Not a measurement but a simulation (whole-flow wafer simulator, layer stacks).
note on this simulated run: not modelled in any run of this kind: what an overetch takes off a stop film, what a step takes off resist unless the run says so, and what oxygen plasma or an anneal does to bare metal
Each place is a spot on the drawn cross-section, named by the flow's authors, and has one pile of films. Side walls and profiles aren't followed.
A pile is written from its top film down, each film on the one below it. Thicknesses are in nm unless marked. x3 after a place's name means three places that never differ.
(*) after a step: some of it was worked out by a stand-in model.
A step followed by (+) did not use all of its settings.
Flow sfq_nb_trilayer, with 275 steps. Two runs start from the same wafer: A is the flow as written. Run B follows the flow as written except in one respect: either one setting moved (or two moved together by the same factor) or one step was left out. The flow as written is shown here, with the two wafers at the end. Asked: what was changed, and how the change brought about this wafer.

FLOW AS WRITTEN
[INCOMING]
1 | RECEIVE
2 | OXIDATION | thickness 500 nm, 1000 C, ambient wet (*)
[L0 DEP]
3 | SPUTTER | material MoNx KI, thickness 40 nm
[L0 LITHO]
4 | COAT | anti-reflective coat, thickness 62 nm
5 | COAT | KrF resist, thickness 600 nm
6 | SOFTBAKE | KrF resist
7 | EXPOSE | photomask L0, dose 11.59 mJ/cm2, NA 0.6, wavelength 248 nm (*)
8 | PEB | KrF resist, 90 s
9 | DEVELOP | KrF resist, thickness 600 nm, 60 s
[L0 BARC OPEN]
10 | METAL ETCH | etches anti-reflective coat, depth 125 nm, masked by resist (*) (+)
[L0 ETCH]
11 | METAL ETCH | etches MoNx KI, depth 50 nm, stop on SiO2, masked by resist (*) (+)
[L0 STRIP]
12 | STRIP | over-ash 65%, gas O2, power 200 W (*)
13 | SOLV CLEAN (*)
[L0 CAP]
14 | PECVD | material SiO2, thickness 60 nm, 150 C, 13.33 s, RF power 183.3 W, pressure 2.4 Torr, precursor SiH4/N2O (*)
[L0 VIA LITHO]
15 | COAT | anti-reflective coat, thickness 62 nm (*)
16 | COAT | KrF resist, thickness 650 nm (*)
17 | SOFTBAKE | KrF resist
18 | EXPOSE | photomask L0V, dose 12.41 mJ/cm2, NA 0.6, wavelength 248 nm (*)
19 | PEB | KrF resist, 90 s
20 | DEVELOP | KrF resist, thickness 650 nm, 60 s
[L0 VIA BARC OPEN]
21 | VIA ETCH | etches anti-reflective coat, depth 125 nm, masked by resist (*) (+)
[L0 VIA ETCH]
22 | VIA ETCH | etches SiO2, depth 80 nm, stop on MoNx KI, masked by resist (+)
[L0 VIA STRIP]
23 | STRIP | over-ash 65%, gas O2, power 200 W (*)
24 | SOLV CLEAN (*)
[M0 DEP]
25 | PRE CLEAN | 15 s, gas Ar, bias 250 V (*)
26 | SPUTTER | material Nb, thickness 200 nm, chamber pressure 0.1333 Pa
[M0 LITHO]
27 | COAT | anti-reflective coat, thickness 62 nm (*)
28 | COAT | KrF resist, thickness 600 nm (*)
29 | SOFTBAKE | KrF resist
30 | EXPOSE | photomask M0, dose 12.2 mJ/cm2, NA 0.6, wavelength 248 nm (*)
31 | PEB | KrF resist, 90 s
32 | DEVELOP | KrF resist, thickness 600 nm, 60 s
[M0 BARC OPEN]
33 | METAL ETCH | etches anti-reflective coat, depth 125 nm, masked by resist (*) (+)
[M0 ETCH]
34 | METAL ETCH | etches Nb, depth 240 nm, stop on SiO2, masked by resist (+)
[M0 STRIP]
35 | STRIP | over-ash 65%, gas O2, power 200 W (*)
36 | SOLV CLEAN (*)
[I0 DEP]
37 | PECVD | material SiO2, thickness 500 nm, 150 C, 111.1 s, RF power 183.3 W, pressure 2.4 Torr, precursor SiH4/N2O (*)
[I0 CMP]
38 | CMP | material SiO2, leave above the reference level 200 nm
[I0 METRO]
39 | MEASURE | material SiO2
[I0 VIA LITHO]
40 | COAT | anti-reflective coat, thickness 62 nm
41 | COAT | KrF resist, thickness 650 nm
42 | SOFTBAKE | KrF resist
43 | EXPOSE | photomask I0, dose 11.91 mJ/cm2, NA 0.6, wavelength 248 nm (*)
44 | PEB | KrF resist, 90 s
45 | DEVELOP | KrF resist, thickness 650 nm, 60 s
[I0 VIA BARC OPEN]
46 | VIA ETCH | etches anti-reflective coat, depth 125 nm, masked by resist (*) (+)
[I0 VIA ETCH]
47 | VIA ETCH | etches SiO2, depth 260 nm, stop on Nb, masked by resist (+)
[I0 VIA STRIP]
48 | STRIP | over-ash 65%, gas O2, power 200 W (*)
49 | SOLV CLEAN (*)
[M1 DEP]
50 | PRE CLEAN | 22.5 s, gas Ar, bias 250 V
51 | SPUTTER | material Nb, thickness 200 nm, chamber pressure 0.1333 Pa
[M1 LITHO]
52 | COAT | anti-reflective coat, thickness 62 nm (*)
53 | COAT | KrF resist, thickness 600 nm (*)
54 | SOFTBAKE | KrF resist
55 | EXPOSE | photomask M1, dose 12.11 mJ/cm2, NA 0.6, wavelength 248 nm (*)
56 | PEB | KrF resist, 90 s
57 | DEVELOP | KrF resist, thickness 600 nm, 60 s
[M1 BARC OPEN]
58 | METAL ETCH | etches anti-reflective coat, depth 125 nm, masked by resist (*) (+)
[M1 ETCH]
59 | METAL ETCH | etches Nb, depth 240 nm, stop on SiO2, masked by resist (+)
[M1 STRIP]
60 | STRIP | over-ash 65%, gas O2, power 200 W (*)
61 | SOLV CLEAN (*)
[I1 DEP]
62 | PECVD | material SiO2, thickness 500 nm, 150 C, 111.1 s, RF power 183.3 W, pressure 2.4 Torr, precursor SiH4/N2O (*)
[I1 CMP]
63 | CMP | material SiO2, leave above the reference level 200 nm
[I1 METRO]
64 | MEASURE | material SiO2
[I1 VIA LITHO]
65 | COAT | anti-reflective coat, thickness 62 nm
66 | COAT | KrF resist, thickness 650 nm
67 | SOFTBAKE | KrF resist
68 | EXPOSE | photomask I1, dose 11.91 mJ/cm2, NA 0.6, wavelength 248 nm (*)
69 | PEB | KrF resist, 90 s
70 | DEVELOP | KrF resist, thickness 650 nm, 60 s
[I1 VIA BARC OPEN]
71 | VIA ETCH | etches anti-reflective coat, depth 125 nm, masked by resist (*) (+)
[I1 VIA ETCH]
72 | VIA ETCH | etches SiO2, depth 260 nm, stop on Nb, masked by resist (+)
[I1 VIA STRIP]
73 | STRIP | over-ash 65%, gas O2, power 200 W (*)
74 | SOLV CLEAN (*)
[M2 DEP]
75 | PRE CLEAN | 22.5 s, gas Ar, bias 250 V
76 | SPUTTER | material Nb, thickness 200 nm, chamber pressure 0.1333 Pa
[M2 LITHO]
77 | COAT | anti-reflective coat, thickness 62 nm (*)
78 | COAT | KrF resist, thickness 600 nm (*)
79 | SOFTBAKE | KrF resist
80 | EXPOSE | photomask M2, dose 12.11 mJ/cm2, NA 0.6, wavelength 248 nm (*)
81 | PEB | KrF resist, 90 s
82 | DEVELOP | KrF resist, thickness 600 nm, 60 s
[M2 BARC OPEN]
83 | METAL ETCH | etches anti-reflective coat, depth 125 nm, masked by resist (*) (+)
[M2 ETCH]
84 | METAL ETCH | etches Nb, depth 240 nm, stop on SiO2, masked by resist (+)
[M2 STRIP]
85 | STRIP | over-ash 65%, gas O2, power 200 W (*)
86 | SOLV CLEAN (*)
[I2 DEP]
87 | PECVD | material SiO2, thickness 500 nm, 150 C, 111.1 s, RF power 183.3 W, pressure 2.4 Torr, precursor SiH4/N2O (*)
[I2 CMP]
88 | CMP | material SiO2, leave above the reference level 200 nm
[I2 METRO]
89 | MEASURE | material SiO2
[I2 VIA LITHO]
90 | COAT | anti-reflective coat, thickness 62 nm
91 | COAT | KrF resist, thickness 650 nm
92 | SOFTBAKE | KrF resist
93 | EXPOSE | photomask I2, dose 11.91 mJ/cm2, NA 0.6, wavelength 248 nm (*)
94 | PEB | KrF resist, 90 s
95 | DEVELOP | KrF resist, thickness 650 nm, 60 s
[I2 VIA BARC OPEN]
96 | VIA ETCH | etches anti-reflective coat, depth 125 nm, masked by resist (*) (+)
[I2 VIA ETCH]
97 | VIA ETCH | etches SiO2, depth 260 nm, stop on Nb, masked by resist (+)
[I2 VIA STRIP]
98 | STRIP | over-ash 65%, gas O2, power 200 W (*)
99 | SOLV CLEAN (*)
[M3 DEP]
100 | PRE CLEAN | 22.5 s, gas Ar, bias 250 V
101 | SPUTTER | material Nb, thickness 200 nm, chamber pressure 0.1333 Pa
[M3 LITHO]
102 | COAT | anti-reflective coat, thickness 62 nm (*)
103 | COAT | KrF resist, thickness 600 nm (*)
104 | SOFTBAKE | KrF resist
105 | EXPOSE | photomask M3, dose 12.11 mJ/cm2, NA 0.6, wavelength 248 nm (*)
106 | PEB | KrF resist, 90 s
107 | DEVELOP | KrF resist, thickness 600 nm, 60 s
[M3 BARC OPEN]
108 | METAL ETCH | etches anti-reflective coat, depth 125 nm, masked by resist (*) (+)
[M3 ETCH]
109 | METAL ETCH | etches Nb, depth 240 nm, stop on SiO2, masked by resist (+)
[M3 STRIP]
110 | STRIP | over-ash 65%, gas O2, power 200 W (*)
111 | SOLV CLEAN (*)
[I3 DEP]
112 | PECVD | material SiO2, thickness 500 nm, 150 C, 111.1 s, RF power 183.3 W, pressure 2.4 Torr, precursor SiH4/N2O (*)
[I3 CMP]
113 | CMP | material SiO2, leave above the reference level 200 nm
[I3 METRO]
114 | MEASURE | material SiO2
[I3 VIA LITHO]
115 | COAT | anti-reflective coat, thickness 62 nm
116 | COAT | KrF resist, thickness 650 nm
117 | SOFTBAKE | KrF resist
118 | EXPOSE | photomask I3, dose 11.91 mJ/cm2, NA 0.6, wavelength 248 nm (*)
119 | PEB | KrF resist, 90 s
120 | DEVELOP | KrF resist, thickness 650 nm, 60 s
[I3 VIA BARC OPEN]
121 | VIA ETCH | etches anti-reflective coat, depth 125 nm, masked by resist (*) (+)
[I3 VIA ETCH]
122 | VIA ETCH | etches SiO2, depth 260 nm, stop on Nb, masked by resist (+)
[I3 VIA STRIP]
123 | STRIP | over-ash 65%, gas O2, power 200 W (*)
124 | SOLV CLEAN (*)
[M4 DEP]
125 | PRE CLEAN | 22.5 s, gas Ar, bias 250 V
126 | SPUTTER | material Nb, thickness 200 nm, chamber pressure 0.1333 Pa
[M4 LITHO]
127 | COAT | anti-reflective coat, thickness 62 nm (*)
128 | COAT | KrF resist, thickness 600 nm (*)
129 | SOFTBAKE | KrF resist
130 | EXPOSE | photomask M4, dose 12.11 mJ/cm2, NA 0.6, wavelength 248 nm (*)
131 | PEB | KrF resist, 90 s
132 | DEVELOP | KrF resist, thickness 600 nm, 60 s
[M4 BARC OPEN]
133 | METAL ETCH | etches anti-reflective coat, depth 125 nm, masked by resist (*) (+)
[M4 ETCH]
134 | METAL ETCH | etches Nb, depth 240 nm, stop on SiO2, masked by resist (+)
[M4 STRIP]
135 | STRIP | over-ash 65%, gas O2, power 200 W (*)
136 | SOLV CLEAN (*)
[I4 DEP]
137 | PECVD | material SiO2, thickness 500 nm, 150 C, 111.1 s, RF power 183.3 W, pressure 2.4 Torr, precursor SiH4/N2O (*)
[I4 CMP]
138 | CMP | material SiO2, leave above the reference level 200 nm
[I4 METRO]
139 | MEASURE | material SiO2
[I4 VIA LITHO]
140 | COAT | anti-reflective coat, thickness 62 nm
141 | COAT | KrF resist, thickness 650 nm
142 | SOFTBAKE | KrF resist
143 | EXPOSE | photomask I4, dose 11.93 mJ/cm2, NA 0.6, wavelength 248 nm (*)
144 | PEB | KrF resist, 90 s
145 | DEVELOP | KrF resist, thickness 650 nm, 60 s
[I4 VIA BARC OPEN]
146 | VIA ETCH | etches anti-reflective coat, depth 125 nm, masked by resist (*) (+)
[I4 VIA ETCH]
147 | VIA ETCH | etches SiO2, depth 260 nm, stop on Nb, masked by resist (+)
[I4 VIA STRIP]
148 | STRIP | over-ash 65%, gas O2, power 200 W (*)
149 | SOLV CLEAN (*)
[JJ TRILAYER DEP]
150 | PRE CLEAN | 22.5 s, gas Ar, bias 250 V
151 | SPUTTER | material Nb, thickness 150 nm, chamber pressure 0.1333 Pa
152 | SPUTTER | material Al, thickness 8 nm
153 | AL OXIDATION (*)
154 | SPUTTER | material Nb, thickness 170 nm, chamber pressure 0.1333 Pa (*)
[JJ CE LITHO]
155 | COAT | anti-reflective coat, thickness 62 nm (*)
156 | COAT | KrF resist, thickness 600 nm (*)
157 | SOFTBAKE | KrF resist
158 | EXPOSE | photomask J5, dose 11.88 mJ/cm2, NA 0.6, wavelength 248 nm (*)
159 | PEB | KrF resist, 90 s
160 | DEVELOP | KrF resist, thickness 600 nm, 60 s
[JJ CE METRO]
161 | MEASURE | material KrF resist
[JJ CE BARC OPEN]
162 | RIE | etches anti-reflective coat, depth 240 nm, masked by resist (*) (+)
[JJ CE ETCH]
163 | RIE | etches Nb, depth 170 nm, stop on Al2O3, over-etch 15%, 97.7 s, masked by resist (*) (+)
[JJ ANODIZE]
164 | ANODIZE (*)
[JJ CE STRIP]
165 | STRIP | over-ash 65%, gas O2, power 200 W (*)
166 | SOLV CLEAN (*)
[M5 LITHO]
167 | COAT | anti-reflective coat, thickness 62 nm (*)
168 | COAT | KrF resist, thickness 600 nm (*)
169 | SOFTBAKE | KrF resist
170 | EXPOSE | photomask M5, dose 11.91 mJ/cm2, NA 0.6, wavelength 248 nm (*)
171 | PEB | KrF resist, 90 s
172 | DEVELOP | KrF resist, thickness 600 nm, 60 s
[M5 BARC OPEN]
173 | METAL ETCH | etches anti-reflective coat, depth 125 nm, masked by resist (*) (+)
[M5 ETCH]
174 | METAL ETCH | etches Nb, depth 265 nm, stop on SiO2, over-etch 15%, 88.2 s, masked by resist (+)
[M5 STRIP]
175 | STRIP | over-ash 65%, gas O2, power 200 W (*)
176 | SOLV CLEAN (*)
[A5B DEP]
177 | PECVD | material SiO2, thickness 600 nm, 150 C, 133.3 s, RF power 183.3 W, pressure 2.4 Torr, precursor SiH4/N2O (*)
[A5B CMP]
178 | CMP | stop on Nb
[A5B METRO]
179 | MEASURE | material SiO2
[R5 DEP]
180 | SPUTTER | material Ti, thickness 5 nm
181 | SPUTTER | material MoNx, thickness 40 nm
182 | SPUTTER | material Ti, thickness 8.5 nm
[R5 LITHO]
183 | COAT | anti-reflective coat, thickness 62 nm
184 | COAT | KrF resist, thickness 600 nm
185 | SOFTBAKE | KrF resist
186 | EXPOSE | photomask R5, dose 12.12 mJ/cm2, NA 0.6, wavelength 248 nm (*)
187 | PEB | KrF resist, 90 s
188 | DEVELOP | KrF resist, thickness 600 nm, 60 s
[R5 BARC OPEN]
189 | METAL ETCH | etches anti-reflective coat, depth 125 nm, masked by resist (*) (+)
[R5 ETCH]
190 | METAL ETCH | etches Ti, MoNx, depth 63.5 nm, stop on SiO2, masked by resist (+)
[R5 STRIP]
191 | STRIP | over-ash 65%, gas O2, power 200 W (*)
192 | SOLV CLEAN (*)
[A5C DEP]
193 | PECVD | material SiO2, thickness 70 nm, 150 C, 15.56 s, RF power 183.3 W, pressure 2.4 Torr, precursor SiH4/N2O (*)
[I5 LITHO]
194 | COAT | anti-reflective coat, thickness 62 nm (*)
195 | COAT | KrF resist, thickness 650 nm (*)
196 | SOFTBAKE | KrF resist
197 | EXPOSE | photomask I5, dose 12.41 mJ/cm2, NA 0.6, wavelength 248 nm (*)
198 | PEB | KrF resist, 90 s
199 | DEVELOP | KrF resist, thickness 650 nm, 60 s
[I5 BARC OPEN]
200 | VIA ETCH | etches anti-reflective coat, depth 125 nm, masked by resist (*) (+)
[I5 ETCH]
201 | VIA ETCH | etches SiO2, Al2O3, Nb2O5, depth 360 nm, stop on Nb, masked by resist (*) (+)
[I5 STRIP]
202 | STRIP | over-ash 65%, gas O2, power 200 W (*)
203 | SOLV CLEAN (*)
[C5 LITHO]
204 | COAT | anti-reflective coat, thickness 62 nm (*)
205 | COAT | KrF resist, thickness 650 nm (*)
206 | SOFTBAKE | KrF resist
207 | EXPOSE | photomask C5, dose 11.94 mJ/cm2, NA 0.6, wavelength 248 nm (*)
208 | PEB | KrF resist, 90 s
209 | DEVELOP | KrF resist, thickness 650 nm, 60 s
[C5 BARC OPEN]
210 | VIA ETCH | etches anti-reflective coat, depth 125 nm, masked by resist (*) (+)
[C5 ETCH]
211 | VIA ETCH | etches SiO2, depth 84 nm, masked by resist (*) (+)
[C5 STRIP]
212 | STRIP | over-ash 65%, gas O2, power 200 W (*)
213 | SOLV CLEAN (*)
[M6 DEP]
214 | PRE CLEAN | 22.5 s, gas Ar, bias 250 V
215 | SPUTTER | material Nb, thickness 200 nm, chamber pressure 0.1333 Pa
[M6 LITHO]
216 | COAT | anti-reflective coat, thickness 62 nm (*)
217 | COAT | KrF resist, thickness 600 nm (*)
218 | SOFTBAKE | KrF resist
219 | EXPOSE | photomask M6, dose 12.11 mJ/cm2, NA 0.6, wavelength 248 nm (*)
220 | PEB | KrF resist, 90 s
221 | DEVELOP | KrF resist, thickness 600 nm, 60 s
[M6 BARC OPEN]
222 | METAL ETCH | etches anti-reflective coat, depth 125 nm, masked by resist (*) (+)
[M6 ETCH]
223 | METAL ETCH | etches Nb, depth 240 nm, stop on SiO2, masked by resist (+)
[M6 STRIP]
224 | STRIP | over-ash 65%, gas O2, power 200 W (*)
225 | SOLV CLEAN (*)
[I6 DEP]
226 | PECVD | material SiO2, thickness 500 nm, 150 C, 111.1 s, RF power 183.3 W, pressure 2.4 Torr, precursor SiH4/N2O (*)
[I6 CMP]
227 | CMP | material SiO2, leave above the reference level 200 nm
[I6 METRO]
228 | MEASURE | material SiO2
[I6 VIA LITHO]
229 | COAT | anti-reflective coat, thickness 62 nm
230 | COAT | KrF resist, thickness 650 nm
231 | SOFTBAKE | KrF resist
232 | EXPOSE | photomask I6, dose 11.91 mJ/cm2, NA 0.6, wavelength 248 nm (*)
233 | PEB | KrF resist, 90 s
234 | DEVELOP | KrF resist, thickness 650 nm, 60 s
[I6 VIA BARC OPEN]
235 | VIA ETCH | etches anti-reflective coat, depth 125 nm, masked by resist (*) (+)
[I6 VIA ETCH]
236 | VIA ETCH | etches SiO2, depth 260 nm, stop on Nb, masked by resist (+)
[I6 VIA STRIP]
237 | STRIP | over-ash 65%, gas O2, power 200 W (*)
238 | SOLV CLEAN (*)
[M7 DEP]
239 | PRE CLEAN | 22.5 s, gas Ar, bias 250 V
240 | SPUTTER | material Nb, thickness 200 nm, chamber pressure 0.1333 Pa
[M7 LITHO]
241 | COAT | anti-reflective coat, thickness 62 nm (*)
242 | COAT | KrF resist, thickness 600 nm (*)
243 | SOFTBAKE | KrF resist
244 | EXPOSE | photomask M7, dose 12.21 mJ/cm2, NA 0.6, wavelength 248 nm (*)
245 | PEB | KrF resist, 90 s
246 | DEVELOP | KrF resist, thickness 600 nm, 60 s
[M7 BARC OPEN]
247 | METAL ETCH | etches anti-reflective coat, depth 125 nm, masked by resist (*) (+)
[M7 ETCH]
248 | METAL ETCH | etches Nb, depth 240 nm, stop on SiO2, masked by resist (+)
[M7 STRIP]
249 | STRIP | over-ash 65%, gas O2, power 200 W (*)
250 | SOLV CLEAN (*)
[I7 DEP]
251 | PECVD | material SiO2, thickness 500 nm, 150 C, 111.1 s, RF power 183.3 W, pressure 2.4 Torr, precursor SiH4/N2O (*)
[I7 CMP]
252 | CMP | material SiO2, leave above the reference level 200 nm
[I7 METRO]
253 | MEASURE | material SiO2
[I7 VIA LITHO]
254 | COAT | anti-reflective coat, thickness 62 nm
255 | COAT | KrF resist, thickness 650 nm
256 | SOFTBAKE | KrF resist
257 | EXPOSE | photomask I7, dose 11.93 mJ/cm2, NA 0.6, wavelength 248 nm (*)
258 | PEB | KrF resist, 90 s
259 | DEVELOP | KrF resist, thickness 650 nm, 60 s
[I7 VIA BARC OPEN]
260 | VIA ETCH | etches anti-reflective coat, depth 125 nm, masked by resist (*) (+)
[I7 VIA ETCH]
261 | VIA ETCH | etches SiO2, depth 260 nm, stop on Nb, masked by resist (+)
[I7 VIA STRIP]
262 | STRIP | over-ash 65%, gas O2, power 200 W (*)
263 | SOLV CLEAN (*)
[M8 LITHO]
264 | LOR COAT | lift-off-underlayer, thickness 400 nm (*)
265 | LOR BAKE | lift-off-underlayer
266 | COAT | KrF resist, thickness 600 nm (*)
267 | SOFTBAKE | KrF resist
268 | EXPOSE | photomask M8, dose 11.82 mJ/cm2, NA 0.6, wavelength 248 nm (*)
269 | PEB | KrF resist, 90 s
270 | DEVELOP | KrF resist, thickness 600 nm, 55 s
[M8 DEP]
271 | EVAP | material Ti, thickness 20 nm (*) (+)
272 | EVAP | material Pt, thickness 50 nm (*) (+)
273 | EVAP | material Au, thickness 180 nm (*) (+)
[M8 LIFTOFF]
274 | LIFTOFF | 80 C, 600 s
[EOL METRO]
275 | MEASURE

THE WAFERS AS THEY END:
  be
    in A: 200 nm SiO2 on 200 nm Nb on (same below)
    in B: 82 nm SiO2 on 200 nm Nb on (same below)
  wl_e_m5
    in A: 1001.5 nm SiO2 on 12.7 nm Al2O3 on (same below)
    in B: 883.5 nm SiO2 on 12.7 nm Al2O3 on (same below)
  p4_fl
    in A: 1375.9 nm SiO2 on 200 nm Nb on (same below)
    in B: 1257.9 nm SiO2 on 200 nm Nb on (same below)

Cause: step 252, CMP: leave above the reference level 82 nm was run, while the flow as written has leave above the reference level 200 nm.
The wafer lets one read it off: be has SiO2 82, and step 252 as written asks for 200 nm.

The path from the change to this, step by step:
  252 | CMP | material SiO2, leave above the reference level 200 nm
      field_l, p4_fl, p4_fm and 56 more: A SiO2 loses 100 | B SiO2 loses 218
      v_sur, via_wl, via_w and 37 more: A SiO2 loses 300 | B SiO2 loses 418
      (also at 7 further places)
  261 | VIA ETCH | etches SiO2, depth 260 nm, stop on Nb, masked by resist (+)
      field_l, v_sur, via_sp and 100 more: A KrF resist loses 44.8 | B KrF resist loses 21.2
      via_wl, via_w, via_wr: A SiO2 loses 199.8 (all of it) | B SiO2 loses 81.8 (all of it)
  262 | STRIP | over-ash 65%, gas O2, power 200 W (*)
      field_l, v_sur, via_sp and 100 more: A KrF resist loses 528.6 (all of it), anti-reflective coat loses 62 (all of it) | B KrF resist loses 552.3 (all of it), anti-reflective coat loses 62 (all of it)
  264 | LOR COAT | lift-off-underlayer, thickness 400 nm (*)
      via_wl, via_wr: A lift-off-underlayer gains 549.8 (new film) | B lift-off-underlayer gains 461.4 (new film)
      v_sur: A lift-off-underlayer gains 369.4 (new film) | B lift-off-underlayer gains 387.5 (new film)
      (also at 2 further places)
  266 | COAT | KrF resist, thickness 600 nm (*)
      via_wl: A KrF resist gains 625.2 (new film) | B KrF resist gains 610.3 (new film)
      via_w: A KrF resist gains 636.8 (new film) | B KrF resist gains 615.1 (new film)
      (also at 1 further place)
  270 | DEVELOP | KrF resist, thickness 600 nm, 55 s
      v_sur: A KrF resist loses 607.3 (all of it), lift-off-underlayer loses 369.4 (all of it) | B KrF resist loses 602.3 (all of it), lift-off-underlayer loses 387.5 (all of it)
      via_wl: A KrF resist loses 623.9 (all of it), lift-off-underlayer loses 549.8 (all of it) | B KrF resist loses 609 (all of it), lift-off-underlayer loses 461.4 (all of it)
      (also at 3 further places)
